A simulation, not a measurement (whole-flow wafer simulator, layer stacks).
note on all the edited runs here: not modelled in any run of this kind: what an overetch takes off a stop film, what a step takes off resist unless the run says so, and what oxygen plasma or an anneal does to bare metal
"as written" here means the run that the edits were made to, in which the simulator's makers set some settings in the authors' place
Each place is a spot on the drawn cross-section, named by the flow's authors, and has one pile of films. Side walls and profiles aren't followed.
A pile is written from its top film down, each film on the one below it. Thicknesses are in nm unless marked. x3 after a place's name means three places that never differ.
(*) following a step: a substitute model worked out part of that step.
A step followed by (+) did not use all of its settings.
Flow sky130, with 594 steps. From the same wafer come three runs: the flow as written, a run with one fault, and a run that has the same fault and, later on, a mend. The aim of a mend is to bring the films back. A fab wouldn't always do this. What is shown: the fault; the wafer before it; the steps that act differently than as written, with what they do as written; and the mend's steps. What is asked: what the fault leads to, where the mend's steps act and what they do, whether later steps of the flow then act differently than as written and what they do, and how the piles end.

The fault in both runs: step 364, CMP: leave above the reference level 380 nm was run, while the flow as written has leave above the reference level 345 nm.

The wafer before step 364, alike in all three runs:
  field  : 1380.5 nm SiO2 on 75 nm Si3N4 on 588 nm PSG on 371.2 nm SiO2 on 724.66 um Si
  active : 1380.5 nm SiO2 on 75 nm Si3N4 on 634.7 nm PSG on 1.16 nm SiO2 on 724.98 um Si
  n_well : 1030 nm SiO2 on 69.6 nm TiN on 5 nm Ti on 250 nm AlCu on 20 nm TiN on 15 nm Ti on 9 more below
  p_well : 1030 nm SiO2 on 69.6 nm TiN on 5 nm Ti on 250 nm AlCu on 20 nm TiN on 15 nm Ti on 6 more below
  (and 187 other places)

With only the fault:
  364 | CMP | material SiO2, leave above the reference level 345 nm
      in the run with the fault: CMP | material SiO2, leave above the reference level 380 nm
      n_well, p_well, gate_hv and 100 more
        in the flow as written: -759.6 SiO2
        in the run with the fault: -724.6 SiO2
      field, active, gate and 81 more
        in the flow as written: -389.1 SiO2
        in the run with the fault: -354.1 SiO2
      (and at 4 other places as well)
  Steps later in the flow that act otherwise than as written (8 more steps, not shown, differ only slightly: by at most 2% or 0.5 nm, whichever is larger):
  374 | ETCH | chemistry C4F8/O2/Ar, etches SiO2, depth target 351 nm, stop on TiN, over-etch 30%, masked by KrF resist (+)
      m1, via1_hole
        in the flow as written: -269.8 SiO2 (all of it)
        in the run with the fault: -304.8 SiO2 (all of it)
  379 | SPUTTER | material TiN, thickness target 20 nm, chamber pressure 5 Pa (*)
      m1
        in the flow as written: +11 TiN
        in the run with the fault: +10.3 TiN
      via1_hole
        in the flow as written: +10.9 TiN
        in the run with the fault: +10.3 TiN
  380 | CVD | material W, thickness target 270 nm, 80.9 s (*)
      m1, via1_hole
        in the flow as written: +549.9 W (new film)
        in the run with the fault: +585.5 W (new film)
  By the end, the piles at n_well, p_well, gate_hv and 103 more depart from the flow's by more than 2% or 0.5 nm, whichever is larger.
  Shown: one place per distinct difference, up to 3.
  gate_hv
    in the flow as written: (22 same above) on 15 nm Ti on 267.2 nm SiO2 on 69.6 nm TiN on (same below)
    in the run with the fault: (22 same above) on 15 nm Ti on 302.2 nm SiO2 on 69.6 nm TiN on (same below)
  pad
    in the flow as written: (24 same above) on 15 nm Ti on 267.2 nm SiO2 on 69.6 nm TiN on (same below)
    in the run with the fault: (24 same above) on 15 nm Ti on 302.2 nm SiO2 on 69.6 nm TiN on (same below)
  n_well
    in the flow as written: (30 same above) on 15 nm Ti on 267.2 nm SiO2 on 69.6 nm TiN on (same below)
    in the run with the fault: (30 same above) on 15 nm Ti on 302.2 nm SiO2 on 69.6 nm TiN on (same below)

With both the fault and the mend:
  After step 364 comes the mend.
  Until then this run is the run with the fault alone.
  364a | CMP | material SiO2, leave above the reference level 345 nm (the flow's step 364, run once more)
      field, active, n_well and 188 more
        -35 SiO2
  Later steps of the flow that are run all act as written at every place that is followed.
  At every place that both follow, the piles at the end match the flow's.
